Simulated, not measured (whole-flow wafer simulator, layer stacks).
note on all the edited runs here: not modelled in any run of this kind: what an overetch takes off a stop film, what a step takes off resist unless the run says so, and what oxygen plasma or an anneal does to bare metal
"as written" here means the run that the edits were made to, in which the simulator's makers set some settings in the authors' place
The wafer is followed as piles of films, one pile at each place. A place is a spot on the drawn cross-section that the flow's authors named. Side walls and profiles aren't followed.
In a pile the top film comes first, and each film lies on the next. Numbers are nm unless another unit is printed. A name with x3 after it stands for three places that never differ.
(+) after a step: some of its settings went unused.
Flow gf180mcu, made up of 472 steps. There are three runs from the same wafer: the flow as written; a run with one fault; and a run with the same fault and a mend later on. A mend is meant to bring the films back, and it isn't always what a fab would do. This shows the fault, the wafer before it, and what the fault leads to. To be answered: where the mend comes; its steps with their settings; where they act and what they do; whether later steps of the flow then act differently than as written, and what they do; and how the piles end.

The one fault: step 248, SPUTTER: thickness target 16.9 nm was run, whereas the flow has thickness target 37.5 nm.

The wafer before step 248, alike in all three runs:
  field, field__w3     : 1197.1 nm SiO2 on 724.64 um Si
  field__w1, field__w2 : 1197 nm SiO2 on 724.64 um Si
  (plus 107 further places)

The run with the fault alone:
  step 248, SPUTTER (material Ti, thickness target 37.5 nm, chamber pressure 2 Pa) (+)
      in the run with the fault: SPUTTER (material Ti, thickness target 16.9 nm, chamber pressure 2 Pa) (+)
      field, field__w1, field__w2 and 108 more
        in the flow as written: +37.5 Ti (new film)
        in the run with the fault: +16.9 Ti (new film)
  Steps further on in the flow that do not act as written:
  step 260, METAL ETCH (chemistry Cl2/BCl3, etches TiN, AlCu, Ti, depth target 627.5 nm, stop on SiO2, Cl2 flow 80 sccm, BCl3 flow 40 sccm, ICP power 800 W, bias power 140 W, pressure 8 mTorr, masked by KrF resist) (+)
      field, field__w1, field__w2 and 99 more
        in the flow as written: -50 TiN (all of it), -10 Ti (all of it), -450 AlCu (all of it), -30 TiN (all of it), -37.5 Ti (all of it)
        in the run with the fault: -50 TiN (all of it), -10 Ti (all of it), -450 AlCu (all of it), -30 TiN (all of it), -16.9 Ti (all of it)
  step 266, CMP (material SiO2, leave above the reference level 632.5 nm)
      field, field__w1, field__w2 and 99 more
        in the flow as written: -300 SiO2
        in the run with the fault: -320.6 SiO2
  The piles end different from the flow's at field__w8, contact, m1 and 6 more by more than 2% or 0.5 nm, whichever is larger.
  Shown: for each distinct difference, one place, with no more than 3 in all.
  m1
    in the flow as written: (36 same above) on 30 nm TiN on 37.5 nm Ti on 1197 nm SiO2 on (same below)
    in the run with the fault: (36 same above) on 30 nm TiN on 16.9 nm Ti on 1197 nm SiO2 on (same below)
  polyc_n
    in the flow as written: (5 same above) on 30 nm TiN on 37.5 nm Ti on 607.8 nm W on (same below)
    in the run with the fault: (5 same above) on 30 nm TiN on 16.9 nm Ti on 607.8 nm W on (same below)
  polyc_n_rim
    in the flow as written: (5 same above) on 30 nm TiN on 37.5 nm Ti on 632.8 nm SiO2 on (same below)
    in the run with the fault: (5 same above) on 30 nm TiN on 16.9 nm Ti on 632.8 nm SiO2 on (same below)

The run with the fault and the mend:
  After step 248 comes the mend.
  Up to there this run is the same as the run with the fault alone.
  step 248a, SPUTTER (material Ti, thickness target 20.6 nm, chamber pressure 2 Pa) (+) (the flow's step 248, run once more with other settings)
      field, field__w1, field__w2 and 108 more
        +20.6 Ti
  Later steps of the flow that are run all act as written at every place that is followed.
  By the end, the piles equal the flow's at every place that both follow.
